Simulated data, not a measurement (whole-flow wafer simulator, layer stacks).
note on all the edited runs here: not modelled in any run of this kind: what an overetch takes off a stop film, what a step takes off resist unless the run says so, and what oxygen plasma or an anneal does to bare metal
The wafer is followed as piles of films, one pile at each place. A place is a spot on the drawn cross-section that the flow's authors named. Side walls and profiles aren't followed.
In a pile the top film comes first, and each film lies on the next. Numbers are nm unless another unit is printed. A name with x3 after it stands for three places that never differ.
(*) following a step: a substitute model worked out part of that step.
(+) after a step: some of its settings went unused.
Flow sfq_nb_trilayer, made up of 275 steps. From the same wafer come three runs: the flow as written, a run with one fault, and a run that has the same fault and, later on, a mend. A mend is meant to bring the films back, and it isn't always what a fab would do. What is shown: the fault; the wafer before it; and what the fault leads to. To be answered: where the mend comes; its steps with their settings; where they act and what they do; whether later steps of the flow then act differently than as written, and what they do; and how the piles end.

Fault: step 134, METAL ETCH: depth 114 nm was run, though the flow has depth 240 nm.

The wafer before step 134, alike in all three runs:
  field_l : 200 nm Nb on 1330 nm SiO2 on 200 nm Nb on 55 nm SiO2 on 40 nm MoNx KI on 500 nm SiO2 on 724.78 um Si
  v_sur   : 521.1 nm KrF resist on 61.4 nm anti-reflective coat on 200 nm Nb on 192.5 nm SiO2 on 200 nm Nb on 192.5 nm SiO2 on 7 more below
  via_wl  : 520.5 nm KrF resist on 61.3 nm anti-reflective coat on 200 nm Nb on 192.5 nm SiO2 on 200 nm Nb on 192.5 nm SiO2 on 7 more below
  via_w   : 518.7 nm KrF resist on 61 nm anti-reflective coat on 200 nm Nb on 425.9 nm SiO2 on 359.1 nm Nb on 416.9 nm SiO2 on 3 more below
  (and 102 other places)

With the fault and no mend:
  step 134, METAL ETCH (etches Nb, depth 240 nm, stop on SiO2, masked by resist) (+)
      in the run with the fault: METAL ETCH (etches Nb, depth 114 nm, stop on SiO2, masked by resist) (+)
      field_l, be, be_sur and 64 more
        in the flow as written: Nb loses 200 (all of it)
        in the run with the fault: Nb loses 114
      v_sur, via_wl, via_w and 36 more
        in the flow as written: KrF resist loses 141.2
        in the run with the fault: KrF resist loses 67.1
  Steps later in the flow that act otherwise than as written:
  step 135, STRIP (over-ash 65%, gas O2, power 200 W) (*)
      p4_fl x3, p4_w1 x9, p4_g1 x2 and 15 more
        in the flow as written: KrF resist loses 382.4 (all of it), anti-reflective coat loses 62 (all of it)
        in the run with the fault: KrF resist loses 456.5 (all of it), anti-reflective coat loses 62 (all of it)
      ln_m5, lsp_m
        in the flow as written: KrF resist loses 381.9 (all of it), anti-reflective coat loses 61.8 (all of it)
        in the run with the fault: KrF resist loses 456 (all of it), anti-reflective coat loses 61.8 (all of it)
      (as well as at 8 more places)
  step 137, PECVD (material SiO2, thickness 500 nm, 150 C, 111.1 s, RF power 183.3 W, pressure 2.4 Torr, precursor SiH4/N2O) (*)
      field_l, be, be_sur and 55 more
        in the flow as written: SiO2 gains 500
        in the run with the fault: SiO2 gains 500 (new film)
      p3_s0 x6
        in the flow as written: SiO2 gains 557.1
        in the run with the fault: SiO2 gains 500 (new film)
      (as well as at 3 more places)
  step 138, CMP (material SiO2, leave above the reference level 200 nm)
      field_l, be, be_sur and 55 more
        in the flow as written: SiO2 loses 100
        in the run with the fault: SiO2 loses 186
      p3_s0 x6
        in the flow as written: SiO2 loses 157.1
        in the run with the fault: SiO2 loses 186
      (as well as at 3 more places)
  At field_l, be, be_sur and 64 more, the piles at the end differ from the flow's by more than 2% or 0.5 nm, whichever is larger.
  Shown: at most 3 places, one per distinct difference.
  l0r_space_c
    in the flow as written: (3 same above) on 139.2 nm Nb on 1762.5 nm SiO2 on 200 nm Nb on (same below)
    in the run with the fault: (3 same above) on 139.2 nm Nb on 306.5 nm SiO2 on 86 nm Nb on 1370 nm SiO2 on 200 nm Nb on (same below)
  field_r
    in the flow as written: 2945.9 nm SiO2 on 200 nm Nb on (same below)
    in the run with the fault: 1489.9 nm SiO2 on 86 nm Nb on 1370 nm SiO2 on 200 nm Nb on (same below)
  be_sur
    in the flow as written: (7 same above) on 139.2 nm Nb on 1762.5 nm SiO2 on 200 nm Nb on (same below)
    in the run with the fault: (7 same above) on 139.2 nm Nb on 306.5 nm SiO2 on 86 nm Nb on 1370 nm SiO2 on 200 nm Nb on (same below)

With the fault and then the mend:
  The mend stands after step 134.
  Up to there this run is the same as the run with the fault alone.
  step 134a, METAL ETCH (etches Nb, depth 126 nm, stop on SiO2, masked by resist) (+) (the flow's step 134 again, with other settings)
      field_l, be, be_sur and 64 more
        Nb loses 86 (all of it)
      v_sur, via_wl, via_w and 36 more
        KrF resist loses 74.1
  Every later step of the flow that is run acts as written at every place that is followed.
  By the end, the piles equal the flow's at every place that both follow.
